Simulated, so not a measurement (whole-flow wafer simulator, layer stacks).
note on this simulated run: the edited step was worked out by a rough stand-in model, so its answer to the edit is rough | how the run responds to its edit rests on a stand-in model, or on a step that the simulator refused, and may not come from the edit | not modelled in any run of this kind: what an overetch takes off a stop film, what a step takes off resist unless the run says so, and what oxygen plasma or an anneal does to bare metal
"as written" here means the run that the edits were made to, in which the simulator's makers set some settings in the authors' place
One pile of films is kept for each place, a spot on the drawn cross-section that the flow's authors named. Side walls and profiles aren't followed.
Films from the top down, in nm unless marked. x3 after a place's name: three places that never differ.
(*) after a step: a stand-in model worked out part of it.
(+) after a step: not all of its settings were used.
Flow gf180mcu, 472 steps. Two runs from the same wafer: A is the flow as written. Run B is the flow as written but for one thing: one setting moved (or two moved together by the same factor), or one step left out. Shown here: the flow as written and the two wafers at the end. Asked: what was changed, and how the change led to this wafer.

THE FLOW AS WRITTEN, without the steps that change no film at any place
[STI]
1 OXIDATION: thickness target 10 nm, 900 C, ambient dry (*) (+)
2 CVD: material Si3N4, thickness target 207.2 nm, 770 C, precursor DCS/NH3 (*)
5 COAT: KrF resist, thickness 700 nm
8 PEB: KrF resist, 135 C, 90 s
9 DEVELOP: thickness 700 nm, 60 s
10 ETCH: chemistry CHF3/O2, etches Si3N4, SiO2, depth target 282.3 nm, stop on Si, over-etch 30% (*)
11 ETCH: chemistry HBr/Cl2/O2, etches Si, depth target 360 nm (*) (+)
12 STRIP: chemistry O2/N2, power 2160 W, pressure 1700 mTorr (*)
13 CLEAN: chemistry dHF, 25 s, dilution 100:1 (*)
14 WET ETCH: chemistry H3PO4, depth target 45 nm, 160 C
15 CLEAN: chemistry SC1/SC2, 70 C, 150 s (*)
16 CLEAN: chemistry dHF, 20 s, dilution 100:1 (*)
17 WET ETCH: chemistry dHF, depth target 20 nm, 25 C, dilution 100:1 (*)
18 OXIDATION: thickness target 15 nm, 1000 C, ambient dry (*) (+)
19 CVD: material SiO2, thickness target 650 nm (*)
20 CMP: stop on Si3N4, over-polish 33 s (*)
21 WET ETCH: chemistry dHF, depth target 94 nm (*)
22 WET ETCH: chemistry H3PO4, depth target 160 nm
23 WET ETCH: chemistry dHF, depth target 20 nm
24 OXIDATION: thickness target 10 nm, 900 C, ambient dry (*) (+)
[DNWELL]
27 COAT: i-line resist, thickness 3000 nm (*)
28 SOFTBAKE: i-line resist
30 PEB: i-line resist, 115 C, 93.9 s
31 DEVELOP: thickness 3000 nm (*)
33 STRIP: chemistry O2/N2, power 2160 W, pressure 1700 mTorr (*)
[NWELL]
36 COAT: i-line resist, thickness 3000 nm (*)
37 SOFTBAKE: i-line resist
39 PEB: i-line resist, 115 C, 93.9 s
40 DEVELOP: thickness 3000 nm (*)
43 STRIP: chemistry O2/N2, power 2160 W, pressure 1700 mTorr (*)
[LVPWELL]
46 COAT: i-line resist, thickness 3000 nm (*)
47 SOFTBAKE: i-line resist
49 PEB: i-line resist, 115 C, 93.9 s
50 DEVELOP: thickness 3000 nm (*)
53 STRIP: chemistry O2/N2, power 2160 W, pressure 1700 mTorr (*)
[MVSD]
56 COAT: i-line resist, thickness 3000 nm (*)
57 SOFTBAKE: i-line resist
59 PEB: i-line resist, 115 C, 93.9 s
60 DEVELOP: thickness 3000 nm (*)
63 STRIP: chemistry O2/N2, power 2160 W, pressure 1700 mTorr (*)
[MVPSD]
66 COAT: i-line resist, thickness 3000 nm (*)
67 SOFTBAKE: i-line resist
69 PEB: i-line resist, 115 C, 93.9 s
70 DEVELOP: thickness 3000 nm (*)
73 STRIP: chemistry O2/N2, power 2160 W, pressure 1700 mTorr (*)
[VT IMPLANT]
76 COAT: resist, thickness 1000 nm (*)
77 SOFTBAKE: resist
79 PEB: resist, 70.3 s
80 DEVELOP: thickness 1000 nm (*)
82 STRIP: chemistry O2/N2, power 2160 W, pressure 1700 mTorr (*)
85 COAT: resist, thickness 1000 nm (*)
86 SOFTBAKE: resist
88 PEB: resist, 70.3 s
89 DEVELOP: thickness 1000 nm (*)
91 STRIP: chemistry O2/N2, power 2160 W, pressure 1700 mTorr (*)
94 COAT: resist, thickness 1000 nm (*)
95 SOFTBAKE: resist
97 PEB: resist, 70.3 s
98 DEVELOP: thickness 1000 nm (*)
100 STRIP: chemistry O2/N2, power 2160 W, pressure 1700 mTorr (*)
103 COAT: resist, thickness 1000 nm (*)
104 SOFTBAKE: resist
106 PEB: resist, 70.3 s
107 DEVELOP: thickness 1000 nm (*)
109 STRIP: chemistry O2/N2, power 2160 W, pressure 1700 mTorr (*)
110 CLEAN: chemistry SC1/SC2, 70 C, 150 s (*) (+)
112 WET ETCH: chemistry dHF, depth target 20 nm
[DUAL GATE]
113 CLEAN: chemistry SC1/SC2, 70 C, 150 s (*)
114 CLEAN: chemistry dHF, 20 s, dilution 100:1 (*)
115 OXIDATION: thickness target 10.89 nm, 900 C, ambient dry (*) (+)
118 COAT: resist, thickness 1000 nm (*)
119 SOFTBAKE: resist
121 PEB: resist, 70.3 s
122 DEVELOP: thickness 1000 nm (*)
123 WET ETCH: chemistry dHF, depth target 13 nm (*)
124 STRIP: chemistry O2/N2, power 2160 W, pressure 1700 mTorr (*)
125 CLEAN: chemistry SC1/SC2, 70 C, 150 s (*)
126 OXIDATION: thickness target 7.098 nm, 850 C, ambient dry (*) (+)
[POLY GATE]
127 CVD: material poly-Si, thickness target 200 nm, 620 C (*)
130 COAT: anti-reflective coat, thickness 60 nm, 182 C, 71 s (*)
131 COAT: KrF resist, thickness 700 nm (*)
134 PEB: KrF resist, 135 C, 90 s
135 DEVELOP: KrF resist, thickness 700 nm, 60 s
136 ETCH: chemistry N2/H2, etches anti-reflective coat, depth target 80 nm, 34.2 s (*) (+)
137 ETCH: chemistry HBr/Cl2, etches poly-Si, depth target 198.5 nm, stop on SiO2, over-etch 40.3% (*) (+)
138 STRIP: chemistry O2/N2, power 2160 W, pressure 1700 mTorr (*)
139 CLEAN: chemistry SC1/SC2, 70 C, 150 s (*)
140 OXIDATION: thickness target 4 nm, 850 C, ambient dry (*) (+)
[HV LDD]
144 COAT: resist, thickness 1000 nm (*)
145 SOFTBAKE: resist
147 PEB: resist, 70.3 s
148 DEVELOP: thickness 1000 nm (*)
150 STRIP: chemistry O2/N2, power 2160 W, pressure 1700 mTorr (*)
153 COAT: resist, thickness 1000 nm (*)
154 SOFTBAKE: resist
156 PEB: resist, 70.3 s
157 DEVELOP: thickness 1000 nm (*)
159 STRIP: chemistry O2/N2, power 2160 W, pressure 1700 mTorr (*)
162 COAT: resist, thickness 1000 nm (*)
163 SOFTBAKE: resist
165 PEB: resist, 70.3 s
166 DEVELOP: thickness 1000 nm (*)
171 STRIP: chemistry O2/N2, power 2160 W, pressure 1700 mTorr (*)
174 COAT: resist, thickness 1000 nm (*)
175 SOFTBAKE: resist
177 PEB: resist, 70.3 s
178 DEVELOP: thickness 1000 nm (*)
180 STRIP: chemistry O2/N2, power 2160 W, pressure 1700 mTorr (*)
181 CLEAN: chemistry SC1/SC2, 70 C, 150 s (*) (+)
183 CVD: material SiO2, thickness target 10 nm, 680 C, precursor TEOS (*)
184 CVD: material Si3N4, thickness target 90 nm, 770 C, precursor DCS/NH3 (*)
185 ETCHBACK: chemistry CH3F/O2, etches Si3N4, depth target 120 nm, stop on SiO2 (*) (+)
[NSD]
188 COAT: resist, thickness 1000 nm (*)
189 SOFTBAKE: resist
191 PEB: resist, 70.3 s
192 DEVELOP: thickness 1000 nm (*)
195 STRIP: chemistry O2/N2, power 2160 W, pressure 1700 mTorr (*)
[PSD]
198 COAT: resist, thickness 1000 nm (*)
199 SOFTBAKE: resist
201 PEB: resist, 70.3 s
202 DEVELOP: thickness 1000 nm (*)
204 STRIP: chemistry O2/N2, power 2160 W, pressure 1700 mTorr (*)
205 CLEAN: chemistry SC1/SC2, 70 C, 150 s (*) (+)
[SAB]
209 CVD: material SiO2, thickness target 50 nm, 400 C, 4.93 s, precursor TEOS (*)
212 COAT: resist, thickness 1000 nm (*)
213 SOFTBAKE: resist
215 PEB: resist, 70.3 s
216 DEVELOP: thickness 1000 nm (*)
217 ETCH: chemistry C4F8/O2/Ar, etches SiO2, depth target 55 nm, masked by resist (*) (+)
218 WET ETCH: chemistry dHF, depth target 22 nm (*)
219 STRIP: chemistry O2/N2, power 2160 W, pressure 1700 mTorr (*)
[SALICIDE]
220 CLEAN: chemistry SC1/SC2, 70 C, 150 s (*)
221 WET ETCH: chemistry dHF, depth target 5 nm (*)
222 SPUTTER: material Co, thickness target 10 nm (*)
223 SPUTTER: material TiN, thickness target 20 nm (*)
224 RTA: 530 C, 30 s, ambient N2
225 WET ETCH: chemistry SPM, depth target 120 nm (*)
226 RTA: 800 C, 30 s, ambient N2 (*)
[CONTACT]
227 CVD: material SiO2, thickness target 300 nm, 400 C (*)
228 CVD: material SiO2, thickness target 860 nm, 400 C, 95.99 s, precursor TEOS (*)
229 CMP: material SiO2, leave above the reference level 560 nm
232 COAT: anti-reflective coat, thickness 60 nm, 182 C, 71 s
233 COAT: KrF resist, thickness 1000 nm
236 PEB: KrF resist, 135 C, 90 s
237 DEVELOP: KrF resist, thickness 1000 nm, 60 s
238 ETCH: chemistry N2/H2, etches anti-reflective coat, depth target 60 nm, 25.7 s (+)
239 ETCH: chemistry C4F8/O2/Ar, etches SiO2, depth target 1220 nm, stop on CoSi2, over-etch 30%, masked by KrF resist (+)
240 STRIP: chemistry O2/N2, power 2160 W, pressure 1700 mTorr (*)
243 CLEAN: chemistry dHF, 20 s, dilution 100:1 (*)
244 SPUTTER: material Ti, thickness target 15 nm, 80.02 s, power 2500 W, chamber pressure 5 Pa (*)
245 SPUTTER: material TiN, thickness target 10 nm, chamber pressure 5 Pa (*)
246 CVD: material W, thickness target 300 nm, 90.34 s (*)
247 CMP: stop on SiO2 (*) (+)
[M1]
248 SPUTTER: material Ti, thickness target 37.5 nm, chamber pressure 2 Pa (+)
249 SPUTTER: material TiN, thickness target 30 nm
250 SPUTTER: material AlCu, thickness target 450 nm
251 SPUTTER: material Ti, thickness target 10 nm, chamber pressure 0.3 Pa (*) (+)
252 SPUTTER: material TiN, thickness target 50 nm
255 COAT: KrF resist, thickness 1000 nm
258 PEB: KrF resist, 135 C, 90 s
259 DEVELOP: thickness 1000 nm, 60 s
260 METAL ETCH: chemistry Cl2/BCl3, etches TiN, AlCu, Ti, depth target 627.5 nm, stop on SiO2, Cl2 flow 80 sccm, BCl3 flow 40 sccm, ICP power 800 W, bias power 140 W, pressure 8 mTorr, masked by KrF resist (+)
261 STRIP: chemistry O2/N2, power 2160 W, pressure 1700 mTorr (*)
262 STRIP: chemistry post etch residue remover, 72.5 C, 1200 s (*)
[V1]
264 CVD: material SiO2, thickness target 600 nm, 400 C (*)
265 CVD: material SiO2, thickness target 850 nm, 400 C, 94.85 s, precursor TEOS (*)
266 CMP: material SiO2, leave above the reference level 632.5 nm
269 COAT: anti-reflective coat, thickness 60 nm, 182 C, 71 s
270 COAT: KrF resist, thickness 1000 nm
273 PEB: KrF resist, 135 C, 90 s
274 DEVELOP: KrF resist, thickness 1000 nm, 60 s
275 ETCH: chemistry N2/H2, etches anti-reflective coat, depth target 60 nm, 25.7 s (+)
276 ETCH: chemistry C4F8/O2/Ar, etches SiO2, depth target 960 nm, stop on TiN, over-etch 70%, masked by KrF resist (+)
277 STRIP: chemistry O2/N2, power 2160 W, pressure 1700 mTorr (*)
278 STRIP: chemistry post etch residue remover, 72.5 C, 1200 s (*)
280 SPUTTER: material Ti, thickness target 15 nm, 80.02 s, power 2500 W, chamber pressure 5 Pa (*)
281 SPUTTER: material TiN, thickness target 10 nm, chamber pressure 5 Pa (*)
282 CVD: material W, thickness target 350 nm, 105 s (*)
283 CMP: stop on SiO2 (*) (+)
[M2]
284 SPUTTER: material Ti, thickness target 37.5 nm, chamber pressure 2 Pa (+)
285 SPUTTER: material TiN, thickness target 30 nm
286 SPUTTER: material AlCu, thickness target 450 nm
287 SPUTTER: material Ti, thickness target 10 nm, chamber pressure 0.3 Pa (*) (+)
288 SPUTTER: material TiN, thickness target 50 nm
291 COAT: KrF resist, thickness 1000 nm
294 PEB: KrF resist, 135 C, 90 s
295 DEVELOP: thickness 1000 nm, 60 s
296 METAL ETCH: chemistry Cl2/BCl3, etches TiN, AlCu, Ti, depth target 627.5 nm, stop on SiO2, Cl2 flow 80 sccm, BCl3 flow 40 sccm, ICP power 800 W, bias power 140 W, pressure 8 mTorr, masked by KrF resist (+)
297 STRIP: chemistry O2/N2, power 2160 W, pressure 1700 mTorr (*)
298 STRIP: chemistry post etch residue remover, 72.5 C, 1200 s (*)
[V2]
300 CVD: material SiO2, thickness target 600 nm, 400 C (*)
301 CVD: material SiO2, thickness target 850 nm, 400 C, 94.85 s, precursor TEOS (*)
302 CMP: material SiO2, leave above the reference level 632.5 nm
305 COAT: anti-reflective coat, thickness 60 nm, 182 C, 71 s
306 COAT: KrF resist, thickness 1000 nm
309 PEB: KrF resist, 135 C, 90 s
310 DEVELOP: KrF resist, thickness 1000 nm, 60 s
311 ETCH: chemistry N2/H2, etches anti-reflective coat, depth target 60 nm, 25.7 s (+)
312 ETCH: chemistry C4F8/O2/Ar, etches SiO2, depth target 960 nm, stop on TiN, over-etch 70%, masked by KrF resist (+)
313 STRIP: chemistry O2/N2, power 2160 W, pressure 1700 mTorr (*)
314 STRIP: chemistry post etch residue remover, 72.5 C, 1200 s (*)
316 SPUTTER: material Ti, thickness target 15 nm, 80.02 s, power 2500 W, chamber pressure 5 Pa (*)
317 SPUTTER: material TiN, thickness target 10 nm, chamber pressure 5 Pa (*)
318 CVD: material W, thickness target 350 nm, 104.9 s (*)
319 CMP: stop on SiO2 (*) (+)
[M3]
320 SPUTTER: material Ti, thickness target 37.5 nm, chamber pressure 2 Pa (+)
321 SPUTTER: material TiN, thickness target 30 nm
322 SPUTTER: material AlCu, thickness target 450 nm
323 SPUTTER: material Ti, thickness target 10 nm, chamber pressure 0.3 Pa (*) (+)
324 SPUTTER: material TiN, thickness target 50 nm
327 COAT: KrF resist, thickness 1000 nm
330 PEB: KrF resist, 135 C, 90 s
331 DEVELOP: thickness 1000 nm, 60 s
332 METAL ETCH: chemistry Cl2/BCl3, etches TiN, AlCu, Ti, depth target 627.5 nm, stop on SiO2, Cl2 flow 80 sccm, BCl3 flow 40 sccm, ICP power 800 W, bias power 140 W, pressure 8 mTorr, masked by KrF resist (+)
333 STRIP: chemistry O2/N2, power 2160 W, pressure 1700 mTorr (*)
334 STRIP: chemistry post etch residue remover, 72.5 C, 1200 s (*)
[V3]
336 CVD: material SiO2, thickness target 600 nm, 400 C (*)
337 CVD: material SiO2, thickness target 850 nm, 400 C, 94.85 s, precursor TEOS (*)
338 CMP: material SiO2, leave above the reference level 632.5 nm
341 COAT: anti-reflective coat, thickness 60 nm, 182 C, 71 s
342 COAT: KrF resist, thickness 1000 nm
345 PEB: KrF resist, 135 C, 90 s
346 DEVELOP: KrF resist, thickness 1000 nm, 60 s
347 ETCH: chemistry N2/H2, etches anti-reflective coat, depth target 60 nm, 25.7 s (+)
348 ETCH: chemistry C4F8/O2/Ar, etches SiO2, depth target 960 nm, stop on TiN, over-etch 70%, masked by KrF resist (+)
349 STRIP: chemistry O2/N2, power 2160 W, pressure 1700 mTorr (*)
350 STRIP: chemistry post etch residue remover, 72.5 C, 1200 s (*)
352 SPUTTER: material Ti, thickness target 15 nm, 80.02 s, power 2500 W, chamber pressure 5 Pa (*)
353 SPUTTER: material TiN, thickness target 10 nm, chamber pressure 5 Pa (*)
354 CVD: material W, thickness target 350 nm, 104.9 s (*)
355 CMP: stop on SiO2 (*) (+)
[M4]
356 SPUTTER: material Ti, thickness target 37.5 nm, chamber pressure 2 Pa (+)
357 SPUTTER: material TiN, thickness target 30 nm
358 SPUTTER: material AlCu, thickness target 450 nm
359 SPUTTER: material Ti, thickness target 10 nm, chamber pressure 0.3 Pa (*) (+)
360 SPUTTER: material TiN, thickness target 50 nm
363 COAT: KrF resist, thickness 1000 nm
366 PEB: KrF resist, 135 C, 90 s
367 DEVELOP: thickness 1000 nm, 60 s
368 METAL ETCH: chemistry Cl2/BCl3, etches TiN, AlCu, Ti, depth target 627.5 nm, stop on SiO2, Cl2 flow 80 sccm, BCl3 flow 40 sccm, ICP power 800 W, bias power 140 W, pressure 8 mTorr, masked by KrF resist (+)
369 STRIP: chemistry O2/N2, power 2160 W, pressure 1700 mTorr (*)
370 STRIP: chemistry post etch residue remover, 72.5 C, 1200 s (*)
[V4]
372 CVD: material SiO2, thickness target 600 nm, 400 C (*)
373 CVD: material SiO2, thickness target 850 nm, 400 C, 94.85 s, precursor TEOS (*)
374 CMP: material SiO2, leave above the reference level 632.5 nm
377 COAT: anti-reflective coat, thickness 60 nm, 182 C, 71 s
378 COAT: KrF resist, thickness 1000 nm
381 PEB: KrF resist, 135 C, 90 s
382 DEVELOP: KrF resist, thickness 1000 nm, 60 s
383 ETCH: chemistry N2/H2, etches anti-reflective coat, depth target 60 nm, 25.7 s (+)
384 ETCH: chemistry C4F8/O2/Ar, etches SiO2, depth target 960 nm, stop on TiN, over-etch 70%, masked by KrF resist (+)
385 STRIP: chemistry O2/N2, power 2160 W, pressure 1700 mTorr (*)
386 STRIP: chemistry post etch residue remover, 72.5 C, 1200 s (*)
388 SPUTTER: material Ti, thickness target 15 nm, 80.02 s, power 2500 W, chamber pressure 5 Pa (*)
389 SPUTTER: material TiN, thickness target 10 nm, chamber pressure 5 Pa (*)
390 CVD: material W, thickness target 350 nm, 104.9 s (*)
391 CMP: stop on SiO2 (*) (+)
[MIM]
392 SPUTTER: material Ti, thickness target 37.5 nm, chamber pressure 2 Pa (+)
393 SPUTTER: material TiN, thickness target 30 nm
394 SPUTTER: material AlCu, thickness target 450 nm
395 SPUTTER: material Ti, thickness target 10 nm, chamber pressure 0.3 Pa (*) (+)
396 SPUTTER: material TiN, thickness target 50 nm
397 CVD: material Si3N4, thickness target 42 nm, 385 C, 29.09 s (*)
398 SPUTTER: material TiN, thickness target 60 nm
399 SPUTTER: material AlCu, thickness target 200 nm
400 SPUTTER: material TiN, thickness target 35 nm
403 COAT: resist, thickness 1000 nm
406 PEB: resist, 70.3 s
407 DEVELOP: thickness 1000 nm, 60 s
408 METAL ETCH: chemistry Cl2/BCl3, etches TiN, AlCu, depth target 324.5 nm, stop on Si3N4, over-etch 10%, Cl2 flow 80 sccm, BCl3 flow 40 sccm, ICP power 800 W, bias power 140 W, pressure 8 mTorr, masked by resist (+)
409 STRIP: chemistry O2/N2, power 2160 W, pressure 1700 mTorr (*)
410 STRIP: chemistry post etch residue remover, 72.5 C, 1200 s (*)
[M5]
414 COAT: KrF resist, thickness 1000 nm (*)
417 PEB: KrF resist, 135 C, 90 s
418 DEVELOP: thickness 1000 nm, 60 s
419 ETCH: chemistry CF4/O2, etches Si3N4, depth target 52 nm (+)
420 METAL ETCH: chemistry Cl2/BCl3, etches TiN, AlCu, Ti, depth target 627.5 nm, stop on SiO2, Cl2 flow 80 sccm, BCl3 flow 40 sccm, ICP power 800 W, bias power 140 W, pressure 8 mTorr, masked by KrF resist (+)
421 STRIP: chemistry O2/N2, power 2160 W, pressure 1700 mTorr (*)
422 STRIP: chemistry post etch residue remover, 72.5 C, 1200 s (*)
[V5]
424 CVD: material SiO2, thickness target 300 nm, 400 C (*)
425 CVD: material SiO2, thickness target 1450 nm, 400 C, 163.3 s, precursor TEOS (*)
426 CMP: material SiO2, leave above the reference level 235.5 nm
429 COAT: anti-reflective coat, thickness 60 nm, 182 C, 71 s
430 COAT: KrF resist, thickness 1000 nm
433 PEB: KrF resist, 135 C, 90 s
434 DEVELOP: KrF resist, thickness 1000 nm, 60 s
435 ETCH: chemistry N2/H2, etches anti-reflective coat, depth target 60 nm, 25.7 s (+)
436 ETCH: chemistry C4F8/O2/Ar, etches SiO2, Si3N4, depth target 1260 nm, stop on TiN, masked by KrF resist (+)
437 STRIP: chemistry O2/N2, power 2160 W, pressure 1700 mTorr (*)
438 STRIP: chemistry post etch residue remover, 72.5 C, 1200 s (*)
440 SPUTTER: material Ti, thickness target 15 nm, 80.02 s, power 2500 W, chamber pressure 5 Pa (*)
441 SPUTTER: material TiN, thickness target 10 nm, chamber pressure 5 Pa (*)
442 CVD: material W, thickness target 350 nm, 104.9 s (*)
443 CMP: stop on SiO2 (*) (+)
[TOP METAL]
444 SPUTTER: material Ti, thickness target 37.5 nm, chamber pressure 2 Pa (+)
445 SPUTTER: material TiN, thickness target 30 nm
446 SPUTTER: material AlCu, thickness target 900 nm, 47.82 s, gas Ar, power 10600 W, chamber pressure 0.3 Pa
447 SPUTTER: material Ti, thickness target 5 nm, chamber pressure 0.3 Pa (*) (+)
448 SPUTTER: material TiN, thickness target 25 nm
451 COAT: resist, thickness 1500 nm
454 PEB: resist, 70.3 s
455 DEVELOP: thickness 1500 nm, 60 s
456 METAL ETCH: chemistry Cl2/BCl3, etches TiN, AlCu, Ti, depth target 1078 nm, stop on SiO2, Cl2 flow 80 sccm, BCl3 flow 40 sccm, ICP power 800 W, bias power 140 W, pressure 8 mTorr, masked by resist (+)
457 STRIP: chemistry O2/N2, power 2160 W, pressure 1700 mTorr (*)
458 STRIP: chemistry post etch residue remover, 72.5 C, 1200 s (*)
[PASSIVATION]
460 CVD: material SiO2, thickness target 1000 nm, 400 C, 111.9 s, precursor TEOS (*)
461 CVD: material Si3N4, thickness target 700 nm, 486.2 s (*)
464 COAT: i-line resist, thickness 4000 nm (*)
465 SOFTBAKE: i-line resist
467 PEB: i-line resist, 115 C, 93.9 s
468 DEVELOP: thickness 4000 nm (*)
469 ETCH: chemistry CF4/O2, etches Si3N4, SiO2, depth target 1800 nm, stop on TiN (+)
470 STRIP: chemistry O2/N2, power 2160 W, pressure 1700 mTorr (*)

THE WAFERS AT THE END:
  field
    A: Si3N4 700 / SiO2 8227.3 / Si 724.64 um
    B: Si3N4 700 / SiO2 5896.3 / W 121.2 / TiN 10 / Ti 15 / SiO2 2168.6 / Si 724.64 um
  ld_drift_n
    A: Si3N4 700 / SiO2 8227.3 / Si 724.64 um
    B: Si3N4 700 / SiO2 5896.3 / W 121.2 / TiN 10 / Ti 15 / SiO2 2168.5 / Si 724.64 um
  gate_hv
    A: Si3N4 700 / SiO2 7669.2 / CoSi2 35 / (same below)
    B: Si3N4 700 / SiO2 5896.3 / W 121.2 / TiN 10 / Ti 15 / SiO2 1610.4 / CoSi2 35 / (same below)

The cause: step 265, CVD: thickness target 361 nm was run, where the flow has thickness target 850 nm; step 265, CVD: 40.31 s was run, where the flow has 94.85 s.

How the change led to this, step by step:
  265 CVD: material SiO2, thickness target 850 nm, 400 C, 94.85 s, precursor TEOS (*)
      field, field__w1, field__w2 and 108 more: A SiO2 +850 | B SiO2 +371.5
  266 CMP: material SiO2, leave above the reference level 632.5 nm
      field, field__w1, field__w2 and 99 more: A SiO2 -300 | B nothing
      field__w8, contact, m1 and 6 more: A SiO2 -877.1 | B SiO2 -398.6
  269 COAT: anti-reflective coat, thickness 60 nm, 182 C, 71 s
      nw_enc_fld_lv__w3, m1_nw: A anti-reflective coat +60 (new film) | B anti-reflective coat +38.9 (new film)
      field: A anti-reflective coat +60 (new film) | B anti-reflective coat +140.5 (new film)
      (and at 20 more places)
  270 COAT: KrF resist, thickness 1000 nm
      field: A KrF resist +1000 (new film) | B KrF resist +966 (new film)
      field__w1: A KrF resist +1000 (new film) | B KrF resist +972.2 (new film)
      (and at 12 more places)
  273 PEB: KrF resist, 135 C, 90 s
      contact, m1_nw: A KrF resist -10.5 | B KrF resist -9
      n_well: A KrF resist -10.5 | B KrF resist -9.56
      (and at 3 more places)
  274 DEVELOP: KrF resist, thickness 1000 nm, 60 s
      contact: A KrF resist -989.5 (all of it) | B KrF resist -893.1 (all of it)
  275 ETCH: chemistry N2/H2, etches anti-reflective coat, depth target 60 nm, 25.7 s (+)
      contact: A anti-reflective coat -60 (all of it), SiO2 -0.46 | B anti-reflective coat -19.5 (all of it), SiO2 -1.5
  277 STRIP: chemistry O2/N2, power 2160 W, pressure 1700 mTorr (*)
      field: A KrF resist -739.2 (all of it), anti-reflective coat -60 (all of it) | B KrF resist -705.5 (all of it), anti-reflective coat -140.5 (all of it)
      field__w1: A KrF resist -739.2 (all of it), anti-reflective coat -60 (all of it) | B KrF resist -711.7 (all of it), anti-reflective coat -90.5 (all of it)
      (and at 20 more places)
  280 SPUTTER: material Ti, thickness target 15 nm, 80.02 s, power 2500 W, chamber pressure 5 Pa (*)
      contact: A Ti +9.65 (new film) | B Ti +10.7 (new film)
  281 SPUTTER: material TiN, thickness target 10 nm, chamber pressure 5 Pa (*)
      contact: A TiN +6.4 (new film) | B TiN +7.13 (new film)
  282 CVD: material W, thickness target 350 nm, 105 s (*)
      contact: A W +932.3 (new film) | B W +752 (new film)
  283 CMP: stop on SiO2 (*) (+)
      field, field__w1, field__w2 and 99 more: A W -350 (all of it), TiN -10 (all of it), Ti -15 (all of it), SiO2 -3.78 | B W -216.5
      field__w8, m1, m1__w1, polyc_n, polyc_n_rim, polyc_p, polyc_p_rim, m1_nw: A W -350 (all of it), TiN -10 (all of it), Ti -15 (all of it), SiO2 -3.78 | B W -350 (all of it), TiN -10 (all of it), Ti -15 (all of it), SiO2 -20
      (and at 1 more place)
  296 METAL ETCH: chemistry Cl2/BCl3, etches TiN, AlCu, Ti, depth target 627.5 nm, stop on SiO2, Cl2 flow 80 sccm, BCl3 flow 40 sccm, ICP power 800 W, bias power 140 W, pressure 8 mTorr, masked by KrF resist (+)
      field, field__w1, field__w2 and 99 more: A TiN -50 (all of it), Ti -10 (all of it), AlCu -450 (all of it), TiN -30 (all of it), Ti -37.5 (all of it) | B TiN -50 (all of it), Ti -10 (all of it), AlCu -450 (all of it), TiN -30 (all of it), Ti -37.5 (all of it), W -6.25
  298 STRIP: chemistry post etch residue remover, 72.5 C, 1200 s (*)
      field, field__w1, field__w2 and 99 more: A nothing | B W -6.01
  300 CVD: material SiO2, thickness target 600 nm, 400 C (*)
      field, field__w1, field__w2 and 99 more: A SiO2 +600 | B SiO2 +600 (new film)
  302 CMP: material SiO2, leave above the reference level 632.5 nm
      field, field__w1, field__w2 and 99 more: A SiO2 -300 | B SiO2 -287.7
Counting metal films that touch as one body, field has 1 body; the flow as written gives 0 bodies.
Counting metal films that touch as one body, ld_drift_n has 1 body; the flow as written gives 0 bodies.
Counting metal films that touch as one body, gate_hv has 2 bodies (between them, from the top down: SiO2 1610.4); the flow as written gives 1 body.
